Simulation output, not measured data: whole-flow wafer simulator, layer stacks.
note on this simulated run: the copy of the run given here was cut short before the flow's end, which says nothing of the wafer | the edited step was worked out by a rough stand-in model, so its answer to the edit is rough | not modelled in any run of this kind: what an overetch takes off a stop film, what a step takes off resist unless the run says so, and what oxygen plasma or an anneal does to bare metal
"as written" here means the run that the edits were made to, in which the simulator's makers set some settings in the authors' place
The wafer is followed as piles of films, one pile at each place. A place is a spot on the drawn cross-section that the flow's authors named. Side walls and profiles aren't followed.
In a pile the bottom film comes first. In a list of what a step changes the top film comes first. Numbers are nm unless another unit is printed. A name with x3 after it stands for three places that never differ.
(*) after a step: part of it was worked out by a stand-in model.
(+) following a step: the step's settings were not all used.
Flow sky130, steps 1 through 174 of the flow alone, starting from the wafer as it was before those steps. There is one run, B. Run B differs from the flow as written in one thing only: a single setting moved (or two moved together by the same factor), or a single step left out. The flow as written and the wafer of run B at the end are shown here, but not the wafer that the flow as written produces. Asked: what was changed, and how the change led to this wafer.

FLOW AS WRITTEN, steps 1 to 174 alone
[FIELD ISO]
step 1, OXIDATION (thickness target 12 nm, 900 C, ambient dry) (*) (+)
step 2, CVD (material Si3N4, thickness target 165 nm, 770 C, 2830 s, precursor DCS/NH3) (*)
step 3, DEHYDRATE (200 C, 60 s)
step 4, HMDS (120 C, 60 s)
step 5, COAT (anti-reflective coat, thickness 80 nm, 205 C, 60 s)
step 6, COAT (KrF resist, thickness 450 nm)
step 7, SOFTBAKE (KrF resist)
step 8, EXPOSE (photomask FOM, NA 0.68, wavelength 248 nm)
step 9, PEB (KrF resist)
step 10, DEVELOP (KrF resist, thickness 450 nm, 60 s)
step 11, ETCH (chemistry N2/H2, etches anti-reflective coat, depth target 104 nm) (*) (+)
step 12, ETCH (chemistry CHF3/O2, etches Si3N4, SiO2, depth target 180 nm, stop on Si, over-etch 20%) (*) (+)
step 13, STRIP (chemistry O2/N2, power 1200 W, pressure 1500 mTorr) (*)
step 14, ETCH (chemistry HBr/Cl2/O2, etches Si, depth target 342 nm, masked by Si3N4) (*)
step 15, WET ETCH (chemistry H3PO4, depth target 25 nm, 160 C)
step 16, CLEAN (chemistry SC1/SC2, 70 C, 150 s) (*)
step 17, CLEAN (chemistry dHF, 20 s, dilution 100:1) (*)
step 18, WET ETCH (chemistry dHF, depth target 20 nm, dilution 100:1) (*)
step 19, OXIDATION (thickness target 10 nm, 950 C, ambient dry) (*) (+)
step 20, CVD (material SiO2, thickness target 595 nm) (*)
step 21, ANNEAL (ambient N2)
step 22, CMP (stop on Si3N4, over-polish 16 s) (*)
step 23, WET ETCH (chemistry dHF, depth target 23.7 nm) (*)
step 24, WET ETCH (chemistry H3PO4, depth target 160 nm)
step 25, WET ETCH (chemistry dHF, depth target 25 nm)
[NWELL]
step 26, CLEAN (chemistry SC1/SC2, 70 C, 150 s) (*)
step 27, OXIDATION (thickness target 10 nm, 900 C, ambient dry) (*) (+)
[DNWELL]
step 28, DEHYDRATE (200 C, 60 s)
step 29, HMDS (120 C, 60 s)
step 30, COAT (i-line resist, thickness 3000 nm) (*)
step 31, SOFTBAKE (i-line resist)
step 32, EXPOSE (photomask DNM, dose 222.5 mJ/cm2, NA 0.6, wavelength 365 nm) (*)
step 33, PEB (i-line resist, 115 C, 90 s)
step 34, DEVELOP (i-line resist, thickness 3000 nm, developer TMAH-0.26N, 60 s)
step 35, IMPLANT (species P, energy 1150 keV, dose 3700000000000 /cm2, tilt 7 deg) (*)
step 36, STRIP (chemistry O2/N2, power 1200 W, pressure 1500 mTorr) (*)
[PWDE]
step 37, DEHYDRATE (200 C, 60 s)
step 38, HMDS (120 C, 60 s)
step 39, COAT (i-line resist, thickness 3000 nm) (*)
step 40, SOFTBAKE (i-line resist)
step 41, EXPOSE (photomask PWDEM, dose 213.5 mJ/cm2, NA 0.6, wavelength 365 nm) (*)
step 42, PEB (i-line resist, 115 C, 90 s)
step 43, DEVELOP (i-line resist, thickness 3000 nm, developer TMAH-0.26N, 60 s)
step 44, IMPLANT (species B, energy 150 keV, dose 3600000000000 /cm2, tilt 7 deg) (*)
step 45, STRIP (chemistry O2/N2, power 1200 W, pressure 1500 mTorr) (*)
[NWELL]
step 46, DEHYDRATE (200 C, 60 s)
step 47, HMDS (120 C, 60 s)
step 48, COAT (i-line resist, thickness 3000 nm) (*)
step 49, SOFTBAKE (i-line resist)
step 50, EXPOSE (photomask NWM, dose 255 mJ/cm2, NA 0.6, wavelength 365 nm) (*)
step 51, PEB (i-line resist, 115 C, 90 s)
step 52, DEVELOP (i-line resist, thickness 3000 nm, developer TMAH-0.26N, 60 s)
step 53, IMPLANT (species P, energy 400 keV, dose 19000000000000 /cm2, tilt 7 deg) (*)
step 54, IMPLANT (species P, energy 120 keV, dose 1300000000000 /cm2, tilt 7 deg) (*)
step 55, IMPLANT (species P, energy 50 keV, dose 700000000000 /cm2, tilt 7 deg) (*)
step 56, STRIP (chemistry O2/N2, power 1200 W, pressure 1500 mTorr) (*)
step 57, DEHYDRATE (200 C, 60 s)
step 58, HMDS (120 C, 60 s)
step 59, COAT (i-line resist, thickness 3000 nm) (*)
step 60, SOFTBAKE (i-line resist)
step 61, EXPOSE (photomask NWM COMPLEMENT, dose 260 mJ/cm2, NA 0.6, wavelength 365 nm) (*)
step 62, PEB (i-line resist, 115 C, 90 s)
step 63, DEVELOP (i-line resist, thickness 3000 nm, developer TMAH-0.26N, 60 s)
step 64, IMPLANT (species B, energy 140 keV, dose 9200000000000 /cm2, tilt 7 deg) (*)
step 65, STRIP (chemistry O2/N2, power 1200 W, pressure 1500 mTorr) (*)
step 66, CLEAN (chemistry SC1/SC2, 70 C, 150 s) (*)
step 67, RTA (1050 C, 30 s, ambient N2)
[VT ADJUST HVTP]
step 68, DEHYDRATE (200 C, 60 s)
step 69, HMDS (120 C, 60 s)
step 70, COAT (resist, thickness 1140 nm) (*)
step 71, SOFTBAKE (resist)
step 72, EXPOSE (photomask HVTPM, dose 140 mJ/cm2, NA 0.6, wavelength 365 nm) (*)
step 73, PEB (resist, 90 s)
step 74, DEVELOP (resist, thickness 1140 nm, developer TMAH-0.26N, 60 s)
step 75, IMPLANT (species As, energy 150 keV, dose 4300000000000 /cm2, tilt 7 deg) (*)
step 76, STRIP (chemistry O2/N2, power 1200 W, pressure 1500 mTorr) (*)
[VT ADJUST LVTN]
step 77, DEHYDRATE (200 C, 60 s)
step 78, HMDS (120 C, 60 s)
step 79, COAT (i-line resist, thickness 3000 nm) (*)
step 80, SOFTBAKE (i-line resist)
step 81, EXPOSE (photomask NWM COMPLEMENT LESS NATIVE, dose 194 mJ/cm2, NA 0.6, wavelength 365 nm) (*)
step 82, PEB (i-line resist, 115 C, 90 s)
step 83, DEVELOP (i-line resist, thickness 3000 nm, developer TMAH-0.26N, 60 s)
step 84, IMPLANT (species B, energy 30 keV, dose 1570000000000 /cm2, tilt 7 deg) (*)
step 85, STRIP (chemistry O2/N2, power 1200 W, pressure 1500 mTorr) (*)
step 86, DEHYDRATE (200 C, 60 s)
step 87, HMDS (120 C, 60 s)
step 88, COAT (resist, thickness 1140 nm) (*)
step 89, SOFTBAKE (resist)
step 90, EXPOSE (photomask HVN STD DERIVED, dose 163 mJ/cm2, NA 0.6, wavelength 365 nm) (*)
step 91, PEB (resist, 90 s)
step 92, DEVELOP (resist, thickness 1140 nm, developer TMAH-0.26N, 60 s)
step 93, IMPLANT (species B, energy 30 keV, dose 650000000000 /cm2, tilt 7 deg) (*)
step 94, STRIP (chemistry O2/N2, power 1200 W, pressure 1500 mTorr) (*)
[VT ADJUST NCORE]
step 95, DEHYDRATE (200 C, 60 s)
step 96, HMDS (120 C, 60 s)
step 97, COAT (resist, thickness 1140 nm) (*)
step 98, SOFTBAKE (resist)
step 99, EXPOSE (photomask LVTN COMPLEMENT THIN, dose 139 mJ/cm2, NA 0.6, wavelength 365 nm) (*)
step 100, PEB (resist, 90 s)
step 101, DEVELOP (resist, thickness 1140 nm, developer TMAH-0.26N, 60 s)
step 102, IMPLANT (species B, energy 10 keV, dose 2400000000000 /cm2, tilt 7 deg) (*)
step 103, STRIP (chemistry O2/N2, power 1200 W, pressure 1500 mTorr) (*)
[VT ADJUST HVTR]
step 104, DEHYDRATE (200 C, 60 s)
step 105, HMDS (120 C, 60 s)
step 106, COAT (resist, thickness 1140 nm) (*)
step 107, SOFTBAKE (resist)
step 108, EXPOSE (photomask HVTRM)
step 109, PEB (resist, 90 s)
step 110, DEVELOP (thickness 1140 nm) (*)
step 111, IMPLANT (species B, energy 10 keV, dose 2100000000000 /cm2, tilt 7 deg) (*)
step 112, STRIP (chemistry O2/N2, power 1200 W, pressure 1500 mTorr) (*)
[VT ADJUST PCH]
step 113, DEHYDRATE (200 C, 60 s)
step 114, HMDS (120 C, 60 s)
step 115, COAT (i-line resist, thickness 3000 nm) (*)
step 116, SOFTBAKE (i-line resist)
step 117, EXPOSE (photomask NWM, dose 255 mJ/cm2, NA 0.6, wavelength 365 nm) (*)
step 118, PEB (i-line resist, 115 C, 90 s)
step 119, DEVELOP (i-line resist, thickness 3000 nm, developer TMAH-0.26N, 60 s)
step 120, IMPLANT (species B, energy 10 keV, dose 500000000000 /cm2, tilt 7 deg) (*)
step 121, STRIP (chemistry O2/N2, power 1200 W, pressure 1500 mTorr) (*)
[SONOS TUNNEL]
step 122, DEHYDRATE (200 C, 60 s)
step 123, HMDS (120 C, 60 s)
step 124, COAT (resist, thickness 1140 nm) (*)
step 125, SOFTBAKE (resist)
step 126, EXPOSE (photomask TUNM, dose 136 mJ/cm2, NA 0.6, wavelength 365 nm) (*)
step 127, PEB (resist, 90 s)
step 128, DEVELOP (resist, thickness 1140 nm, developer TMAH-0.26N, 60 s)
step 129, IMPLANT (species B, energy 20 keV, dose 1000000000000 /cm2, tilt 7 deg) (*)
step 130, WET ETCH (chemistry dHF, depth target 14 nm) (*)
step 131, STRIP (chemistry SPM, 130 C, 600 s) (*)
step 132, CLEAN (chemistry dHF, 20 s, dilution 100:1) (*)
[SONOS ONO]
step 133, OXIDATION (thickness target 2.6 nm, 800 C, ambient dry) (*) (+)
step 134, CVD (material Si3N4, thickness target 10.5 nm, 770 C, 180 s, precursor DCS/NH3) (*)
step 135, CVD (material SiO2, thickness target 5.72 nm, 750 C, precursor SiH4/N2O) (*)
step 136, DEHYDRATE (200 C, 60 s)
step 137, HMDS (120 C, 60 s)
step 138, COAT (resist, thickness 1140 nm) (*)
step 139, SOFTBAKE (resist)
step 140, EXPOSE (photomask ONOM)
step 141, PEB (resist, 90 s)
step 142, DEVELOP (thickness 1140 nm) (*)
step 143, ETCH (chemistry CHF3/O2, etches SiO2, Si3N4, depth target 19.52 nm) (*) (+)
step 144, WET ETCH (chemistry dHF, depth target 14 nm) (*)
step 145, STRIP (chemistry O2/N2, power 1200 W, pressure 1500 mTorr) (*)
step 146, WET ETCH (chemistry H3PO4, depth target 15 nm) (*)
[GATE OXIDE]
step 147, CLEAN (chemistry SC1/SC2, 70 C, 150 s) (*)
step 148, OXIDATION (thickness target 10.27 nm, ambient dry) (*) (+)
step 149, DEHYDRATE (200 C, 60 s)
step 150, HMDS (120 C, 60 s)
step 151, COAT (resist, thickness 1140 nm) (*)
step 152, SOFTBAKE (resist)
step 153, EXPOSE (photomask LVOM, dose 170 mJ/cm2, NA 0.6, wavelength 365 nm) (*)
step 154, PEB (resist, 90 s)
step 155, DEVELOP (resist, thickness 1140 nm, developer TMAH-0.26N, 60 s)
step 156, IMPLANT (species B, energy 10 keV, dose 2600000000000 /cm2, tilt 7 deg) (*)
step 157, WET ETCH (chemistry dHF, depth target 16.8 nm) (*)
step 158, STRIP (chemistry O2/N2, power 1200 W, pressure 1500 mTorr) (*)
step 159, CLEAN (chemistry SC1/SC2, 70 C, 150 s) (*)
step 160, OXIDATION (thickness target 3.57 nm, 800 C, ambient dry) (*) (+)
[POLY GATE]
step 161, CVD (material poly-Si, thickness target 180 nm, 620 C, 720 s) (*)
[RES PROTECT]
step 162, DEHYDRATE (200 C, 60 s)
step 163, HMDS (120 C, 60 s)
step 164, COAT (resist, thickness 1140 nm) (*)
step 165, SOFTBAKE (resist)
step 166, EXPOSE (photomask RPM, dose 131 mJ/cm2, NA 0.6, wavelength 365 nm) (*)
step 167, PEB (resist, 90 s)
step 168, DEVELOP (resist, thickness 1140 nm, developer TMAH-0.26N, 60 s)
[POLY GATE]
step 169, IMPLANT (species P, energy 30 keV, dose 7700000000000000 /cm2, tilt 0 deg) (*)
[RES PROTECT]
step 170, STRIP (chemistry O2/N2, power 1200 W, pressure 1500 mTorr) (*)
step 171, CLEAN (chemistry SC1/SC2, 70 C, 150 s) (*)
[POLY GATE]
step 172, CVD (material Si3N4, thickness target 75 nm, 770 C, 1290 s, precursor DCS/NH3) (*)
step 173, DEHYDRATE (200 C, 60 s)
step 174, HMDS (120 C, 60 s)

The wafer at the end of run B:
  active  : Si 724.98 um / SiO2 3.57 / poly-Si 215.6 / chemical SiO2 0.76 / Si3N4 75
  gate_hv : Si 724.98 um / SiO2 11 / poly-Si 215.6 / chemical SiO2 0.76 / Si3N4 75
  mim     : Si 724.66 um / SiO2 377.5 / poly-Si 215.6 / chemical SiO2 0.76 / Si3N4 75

What caused this: step 161, CVD: 864 s was run, though the flow has 720 s.

The path from the change to this, step by step:
  step 161, CVD (material poly-Si, thickness target 180 nm, 620 C, 720 s) (*)
      field, active, n_well and 186 more: +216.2 poly-Si (new film) (as written it would have been: +180 poly-Si (new film))
      ndiff_dn: +254.4 poly-Si (new film) (as written it would have been: +215.7 poly-Si (new film))
